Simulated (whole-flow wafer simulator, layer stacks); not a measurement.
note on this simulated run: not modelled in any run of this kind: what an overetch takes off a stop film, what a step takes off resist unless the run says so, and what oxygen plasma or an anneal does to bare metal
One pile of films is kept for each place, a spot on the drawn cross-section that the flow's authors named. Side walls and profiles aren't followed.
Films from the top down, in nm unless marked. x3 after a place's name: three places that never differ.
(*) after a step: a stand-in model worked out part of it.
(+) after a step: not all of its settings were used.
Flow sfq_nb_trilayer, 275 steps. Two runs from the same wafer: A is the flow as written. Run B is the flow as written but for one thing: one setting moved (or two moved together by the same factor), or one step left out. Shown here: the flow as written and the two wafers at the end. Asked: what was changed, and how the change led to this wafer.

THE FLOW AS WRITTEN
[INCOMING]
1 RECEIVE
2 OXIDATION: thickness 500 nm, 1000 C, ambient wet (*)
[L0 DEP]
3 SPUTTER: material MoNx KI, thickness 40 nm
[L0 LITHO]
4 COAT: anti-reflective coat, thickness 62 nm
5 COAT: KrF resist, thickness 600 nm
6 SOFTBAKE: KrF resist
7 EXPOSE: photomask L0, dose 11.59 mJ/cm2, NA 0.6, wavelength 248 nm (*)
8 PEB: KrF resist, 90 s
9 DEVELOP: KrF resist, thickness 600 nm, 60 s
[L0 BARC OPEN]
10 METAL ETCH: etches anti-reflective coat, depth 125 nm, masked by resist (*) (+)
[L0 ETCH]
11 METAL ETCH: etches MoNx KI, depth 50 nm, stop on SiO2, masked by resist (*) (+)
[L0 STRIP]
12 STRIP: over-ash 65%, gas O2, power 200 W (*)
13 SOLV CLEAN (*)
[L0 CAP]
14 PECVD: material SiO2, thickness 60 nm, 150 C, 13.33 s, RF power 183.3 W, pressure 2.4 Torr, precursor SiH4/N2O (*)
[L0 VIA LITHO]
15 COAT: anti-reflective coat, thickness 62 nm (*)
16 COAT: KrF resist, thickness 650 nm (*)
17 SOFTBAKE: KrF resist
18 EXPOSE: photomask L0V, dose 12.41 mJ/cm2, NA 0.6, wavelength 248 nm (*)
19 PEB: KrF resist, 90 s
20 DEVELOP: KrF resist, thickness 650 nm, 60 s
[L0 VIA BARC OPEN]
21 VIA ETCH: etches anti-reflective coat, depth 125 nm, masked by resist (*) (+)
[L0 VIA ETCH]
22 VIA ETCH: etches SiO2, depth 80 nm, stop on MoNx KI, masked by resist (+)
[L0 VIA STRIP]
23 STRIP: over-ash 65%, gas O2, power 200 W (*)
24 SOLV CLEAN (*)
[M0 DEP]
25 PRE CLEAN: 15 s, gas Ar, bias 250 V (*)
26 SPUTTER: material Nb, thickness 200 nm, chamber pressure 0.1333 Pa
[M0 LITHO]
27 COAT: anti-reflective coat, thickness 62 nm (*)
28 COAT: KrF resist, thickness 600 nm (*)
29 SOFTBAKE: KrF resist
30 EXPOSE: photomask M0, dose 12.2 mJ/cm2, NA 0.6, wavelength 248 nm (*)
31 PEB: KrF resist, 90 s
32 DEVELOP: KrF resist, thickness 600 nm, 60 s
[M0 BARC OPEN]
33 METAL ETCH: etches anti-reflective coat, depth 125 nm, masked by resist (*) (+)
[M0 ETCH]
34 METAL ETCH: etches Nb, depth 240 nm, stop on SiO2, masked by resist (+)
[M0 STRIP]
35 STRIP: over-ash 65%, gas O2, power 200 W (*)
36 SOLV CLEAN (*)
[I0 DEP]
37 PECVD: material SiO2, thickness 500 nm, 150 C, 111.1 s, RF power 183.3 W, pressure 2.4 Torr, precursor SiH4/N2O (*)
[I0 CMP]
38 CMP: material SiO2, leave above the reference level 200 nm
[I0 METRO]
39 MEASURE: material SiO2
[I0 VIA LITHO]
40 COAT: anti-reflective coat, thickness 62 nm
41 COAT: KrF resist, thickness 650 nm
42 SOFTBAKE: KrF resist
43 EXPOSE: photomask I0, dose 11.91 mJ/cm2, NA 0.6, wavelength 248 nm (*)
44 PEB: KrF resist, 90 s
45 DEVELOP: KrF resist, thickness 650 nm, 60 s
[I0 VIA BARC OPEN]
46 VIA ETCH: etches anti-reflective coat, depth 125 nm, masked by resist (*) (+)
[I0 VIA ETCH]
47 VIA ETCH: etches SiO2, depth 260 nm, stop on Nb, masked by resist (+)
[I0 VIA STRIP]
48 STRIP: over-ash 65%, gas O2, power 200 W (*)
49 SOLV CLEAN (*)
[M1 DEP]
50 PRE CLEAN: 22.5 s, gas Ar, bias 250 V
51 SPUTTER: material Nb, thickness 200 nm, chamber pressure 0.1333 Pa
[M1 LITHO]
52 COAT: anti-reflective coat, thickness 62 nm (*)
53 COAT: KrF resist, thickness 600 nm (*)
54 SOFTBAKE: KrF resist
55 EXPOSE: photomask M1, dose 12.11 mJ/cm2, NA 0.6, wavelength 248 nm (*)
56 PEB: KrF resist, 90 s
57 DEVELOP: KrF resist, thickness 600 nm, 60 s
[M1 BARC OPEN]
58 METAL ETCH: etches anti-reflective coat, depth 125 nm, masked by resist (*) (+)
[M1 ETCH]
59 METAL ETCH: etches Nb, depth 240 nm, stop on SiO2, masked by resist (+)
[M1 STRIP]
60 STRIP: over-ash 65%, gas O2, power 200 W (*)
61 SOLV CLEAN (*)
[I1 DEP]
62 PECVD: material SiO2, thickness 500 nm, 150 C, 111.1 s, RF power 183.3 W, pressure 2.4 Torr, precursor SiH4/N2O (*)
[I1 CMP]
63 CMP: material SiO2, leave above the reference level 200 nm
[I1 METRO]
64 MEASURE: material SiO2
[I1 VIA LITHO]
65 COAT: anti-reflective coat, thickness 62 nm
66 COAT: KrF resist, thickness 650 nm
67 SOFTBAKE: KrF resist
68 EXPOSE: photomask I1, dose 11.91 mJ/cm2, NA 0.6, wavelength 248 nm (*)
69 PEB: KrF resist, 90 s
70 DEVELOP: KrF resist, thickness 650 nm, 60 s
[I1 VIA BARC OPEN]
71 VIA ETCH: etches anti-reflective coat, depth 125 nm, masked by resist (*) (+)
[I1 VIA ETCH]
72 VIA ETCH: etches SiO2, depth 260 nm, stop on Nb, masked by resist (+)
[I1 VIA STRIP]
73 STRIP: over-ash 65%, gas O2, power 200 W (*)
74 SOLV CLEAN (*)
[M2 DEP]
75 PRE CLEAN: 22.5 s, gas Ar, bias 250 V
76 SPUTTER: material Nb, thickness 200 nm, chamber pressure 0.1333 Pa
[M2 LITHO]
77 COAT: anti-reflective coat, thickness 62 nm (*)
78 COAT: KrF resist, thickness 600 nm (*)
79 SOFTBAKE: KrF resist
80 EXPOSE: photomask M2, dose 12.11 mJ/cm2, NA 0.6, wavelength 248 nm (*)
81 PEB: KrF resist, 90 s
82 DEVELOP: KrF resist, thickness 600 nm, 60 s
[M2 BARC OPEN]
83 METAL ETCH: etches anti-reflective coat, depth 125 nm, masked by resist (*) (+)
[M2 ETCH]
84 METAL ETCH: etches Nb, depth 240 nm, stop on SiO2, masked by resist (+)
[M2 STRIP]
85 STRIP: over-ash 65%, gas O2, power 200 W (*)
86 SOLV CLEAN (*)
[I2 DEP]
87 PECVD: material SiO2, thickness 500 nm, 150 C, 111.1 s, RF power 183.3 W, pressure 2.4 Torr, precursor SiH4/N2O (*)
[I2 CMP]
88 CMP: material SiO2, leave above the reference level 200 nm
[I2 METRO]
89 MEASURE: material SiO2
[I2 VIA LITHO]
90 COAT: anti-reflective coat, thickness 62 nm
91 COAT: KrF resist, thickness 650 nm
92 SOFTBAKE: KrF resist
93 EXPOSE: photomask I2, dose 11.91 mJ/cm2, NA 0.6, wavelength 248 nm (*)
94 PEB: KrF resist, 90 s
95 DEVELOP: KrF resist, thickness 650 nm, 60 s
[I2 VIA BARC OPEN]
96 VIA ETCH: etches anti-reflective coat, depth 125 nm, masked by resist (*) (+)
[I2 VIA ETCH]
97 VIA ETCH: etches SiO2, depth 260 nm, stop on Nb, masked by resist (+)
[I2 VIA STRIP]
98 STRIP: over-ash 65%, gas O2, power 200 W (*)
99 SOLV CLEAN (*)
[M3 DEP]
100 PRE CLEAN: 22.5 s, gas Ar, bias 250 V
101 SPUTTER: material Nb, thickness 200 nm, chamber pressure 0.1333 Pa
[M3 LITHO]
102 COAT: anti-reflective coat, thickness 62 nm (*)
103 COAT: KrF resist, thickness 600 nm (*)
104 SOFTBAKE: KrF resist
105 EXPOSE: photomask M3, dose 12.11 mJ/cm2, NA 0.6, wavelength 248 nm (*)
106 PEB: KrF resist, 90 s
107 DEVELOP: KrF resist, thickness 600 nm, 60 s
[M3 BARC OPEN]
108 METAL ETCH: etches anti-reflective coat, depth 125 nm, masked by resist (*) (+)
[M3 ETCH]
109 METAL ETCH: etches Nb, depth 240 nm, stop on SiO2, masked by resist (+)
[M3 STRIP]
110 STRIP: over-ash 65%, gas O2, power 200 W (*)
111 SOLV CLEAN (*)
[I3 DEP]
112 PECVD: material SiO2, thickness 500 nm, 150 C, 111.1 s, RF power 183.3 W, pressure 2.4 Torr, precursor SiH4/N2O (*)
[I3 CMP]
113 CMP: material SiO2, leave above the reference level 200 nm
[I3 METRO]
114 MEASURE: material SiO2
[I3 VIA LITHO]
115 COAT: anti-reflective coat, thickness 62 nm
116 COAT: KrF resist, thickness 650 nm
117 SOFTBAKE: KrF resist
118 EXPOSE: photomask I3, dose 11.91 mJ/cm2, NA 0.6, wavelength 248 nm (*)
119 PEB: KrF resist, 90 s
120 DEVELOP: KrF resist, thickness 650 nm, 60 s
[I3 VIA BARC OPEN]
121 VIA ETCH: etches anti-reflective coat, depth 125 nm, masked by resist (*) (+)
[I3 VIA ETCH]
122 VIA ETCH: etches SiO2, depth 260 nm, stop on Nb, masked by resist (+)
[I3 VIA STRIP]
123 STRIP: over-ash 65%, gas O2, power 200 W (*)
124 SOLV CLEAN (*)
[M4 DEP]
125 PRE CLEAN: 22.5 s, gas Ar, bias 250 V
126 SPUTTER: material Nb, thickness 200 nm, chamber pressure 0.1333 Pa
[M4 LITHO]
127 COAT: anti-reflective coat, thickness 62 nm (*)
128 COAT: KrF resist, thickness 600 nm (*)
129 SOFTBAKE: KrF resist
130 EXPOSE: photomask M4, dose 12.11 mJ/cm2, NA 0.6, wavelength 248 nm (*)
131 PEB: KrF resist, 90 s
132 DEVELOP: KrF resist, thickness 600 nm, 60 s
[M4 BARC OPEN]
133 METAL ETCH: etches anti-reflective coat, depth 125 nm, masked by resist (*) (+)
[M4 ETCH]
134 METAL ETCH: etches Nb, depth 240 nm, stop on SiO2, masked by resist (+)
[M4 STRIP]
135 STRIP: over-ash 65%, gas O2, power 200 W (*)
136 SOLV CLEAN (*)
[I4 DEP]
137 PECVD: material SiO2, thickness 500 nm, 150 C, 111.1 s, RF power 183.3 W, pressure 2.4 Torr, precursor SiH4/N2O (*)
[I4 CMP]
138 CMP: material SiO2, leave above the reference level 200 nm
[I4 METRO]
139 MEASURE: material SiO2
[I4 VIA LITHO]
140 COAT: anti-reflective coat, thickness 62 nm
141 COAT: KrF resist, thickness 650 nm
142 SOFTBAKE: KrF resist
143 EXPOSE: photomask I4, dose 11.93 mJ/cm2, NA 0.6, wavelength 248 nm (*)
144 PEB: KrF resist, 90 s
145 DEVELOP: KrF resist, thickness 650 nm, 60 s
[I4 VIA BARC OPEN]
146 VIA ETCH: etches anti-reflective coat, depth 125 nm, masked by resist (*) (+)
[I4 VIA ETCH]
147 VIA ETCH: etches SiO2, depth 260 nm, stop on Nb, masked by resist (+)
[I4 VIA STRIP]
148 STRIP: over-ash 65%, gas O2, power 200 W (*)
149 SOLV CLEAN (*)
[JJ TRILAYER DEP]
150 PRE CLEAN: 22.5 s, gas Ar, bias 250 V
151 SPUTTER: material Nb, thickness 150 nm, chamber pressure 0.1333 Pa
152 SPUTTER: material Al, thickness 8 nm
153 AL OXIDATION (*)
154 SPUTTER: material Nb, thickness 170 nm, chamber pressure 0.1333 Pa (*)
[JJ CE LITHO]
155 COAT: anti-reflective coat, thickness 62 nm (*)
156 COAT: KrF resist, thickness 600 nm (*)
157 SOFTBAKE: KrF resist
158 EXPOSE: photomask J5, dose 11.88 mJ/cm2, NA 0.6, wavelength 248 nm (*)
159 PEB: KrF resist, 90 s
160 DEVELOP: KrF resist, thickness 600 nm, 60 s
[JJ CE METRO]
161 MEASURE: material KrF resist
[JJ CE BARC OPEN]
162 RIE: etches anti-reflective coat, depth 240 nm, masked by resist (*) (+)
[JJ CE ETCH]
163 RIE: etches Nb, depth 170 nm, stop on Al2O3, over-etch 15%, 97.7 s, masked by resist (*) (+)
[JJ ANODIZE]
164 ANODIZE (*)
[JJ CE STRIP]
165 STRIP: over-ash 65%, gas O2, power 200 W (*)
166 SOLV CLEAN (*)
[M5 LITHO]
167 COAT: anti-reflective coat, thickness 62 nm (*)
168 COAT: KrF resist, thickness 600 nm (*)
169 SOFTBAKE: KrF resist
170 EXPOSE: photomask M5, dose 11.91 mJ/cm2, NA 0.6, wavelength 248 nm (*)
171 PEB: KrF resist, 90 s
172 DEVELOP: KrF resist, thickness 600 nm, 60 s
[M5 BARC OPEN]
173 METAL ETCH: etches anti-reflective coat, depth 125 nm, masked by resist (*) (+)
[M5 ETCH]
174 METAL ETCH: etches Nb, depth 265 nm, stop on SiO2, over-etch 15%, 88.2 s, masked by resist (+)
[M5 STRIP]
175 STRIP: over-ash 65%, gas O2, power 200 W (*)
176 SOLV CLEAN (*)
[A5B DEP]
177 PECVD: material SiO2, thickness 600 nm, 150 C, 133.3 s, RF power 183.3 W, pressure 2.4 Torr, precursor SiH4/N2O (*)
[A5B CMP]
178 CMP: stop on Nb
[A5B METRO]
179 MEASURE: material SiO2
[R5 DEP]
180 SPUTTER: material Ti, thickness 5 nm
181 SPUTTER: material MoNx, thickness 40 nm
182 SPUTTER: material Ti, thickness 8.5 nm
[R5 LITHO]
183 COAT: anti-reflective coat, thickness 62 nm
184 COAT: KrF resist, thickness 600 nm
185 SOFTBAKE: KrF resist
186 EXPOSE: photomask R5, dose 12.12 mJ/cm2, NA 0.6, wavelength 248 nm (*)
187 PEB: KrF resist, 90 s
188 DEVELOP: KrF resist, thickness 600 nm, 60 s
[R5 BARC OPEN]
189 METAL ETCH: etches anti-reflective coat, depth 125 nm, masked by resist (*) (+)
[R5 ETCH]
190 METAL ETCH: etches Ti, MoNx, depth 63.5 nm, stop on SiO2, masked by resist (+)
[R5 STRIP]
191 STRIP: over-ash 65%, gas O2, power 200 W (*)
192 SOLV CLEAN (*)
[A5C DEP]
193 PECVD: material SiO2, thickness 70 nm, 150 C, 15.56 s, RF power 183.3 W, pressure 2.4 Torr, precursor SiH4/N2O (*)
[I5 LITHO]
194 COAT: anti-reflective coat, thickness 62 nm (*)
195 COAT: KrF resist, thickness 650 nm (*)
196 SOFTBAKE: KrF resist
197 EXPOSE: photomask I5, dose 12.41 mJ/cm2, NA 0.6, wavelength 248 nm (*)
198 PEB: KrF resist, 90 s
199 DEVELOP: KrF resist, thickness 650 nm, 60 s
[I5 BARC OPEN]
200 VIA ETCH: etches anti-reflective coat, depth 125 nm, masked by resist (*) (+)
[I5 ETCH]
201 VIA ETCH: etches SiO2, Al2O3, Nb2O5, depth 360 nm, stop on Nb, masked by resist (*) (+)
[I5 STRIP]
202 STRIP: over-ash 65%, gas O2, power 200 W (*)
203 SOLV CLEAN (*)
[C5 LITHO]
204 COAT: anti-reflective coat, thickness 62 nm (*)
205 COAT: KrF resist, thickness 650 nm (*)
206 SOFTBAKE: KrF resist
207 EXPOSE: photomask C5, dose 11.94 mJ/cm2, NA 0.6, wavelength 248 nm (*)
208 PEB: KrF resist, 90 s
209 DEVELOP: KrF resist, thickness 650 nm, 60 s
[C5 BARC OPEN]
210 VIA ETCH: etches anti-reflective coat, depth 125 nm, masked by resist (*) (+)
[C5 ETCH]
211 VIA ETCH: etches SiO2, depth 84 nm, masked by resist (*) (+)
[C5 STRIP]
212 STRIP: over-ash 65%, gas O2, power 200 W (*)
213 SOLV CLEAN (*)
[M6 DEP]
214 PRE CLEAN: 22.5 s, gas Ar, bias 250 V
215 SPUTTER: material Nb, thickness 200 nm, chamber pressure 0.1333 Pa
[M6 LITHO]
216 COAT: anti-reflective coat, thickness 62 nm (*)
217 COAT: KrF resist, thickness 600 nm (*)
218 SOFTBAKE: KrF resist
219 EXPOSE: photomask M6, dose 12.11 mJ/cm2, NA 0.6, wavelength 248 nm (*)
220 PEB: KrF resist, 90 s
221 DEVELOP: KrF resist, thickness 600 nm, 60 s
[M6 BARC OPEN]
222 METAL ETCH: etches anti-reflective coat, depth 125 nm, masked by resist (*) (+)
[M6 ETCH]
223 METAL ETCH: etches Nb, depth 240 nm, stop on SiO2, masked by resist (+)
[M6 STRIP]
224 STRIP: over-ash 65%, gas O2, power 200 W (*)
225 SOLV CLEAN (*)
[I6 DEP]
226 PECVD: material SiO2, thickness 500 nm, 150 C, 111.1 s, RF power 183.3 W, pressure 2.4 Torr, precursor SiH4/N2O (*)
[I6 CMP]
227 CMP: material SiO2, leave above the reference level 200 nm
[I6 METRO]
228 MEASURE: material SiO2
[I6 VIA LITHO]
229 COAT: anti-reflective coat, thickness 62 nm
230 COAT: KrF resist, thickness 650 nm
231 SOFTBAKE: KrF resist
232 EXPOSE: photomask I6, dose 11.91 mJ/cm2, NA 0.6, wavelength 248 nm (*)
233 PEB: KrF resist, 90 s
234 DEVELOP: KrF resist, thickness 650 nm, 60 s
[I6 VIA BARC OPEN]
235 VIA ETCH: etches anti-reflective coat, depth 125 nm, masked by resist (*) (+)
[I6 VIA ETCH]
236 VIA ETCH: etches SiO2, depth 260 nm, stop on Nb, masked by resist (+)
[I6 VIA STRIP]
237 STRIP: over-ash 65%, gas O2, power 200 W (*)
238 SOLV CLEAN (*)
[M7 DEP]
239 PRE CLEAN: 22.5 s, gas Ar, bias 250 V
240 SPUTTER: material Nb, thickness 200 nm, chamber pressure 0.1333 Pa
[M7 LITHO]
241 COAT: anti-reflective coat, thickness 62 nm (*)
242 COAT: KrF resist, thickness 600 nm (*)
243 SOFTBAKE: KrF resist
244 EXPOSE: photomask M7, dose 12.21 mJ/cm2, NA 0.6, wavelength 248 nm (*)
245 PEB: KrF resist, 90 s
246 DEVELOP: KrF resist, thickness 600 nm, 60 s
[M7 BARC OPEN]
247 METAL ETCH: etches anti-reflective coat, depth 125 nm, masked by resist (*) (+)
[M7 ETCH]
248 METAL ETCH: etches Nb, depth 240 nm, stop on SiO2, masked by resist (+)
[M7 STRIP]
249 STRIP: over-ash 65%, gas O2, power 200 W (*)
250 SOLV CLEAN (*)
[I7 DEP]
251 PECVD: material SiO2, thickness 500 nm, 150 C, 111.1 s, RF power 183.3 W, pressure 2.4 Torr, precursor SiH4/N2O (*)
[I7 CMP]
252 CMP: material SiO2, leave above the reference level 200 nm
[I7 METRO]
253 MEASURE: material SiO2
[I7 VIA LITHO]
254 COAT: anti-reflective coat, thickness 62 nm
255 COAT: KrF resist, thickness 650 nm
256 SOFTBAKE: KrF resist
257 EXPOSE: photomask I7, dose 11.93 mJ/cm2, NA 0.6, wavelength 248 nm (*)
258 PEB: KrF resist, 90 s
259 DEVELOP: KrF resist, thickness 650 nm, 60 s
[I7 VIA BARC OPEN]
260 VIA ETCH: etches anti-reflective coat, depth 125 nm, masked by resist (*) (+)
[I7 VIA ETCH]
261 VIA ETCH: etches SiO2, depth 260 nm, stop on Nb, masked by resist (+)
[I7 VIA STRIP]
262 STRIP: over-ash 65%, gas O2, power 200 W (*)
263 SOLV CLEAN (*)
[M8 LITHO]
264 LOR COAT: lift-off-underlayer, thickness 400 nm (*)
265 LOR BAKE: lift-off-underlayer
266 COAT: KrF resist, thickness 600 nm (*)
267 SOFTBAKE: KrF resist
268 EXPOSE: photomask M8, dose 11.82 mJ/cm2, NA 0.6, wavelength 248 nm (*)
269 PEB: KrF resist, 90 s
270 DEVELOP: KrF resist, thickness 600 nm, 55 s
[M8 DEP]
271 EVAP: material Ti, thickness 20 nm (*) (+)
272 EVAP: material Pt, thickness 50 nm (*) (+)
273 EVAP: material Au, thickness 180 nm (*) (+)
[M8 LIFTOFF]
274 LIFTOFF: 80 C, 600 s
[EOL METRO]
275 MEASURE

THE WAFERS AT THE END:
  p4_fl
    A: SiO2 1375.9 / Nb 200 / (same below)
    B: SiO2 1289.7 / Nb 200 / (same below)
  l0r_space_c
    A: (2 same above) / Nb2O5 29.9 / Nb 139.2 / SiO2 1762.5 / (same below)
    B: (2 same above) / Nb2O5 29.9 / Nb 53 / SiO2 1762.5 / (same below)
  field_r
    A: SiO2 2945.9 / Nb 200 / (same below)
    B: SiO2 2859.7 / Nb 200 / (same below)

The cause: step 151, SPUTTER: thickness 63.8 nm was run, where the flow has thickness 150 nm.

How the change led to this, step by step:
  151 SPUTTER: material Nb, thickness 150 nm, chamber pressure 0.1333 Pa
      field_l, v_sur, via_sp and 100 more: A Nb +150 (new film) | B Nb +63.8 (new film)
      via_wl, via_wr: A Nb +130.4 | B Nb +45.6
      (and at 1 more place)
  152 SPUTTER: material Al, thickness 8 nm
      via_wl, via_wr: A Al +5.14 (new film) | B Al +5.69 (new film)
  154 SPUTTER: material Nb, thickness 170 nm, chamber pressure 0.1333 Pa (*)
      via_w: A Nb +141 (new film) | B Nb +145.7 (new film)
  155 COAT: anti-reflective coat, thickness 62 nm (*)
      via_wl, via_wr: A anti-reflective coat +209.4 (new film) | B anti-reflective coat +225.3 (new film)
      via_w: A anti-reflective coat +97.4 (new film) | B anti-reflective coat +102.8 (new film)
  156 COAT: KrF resist, thickness 600 nm (*)
      via_wl: A KrF resist +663 (new film) | B KrF resist +647.5 (new film)
      via_w: A KrF resist +763.8 (new film) | B KrF resist +744 (new film)
      (and at 1 more place)
  160 DEVELOP: KrF resist, thickness 600 nm, 60 s
      via_wl: A KrF resist -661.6 (all of it) | B KrF resist -646.1 (all of it)
      via_w: A KrF resist -762.1 (all of it) | B KrF resist -742.4 (all of it)
      (and at 1 more place)
  162 RIE: etches anti-reflective coat, depth 240 nm, masked by resist (*) (+)
      ce_l, c5j, ce_r, wl_jj: A KrF resist -209.4 | B KrF resist -225.3
      via_wl, via_wr: A anti-reflective coat -209.4 (all of it) | B anti-reflective coat -225.3 (all of it)
      (and at 1 more place)
  163 RIE: etches Nb, depth 170 nm, stop on Al2O3, over-etch 15%, 97.7 s, masked by resist (*) (+)
      via_w: A Nb -141 (all of it), Al2O3 -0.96 (all of it) | B Nb -145.7 (all of it), Al2O3 -0.96 (all of it)
  164 ANODIZE (*)
      via_wl, via_wr: A Al2O3 +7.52 (new film), Nb2O5 +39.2 (new film), Al -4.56 (all of it), Nb -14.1 | B Al2O3 +8.43 (new film), Nb2O5 +37.6 (new film), Al -5.11 (all of it), Nb -13.5
      via_w: A Al2O3 +10.8 (new film), Nb2O5 +33.3 (new film), Al -6.54 (all of it), Nb -12 | B Al2O3 +11.2 (new film), Nb2O5 +32.5 (new film), Al -6.81 (all of it), Nb -11.7
  165 STRIP: over-ash 65%, gas O2, power 200 W (*)
      ce_l: A KrF resist -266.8 (all of it), anti-reflective coat -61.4 (all of it) | B KrF resist -251 (all of it), anti-reflective coat -61.5 (all of it)
      c5j: A KrF resist -266.9 (all of it), anti-reflective coat -61.5 (all of it) | B KrF resist -251.1 (all of it), anti-reflective coat -61.5 (all of it)
      (and at 2 more places)
  167 COAT: anti-reflective coat, thickness 62 nm (*)
      via_w: A anti-reflective coat +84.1 (new film) | B anti-reflective coat +79.1 (new film)
      ce_l: A anti-reflective coat +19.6 (new film) | B anti-reflective coat +18.6 (new film)
  174 METAL ETCH: etches Nb, depth 265 nm, stop on SiO2, over-etch 15%, 88.2 s, masked by resist (+)
      field_l, r_sur, res and 50 more: A Al2O3 -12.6 (all of it), Nb2O5 -29.9 (all of it), Nb -139.2 (all of it), SiO2 -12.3 | B Al2O3 -12.6 (all of it), Nb2O5 -29.9 (all of it), Nb -53 (all of it), SiO2 -20.9
  175 STRIP: over-ash 65%, gas O2, power 200 W (*)
      via_w: A KrF resist -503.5 (all of it), anti-reflective coat -84.1 (all of it) | B KrF resist -495.8 (all of it), anti-reflective coat -79.1 (all of it)
      ce_l: A KrF resist -299.6 (all of it), anti-reflective coat -19.6 (all of it) | B KrF resist -300.7 (all of it), anti-reflective coat -18.6 (all of it)
  178 CMP: stop on Nb
      field_l, p4_fl, p4_fm and 39 more: A SiO2 -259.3 | B SiO2 -336.9
      r_sur, res, r_end, moat, field_r, lsp_l: A SiO2 -252.3 | B SiO2 -336.9
      (and at 8 more places)
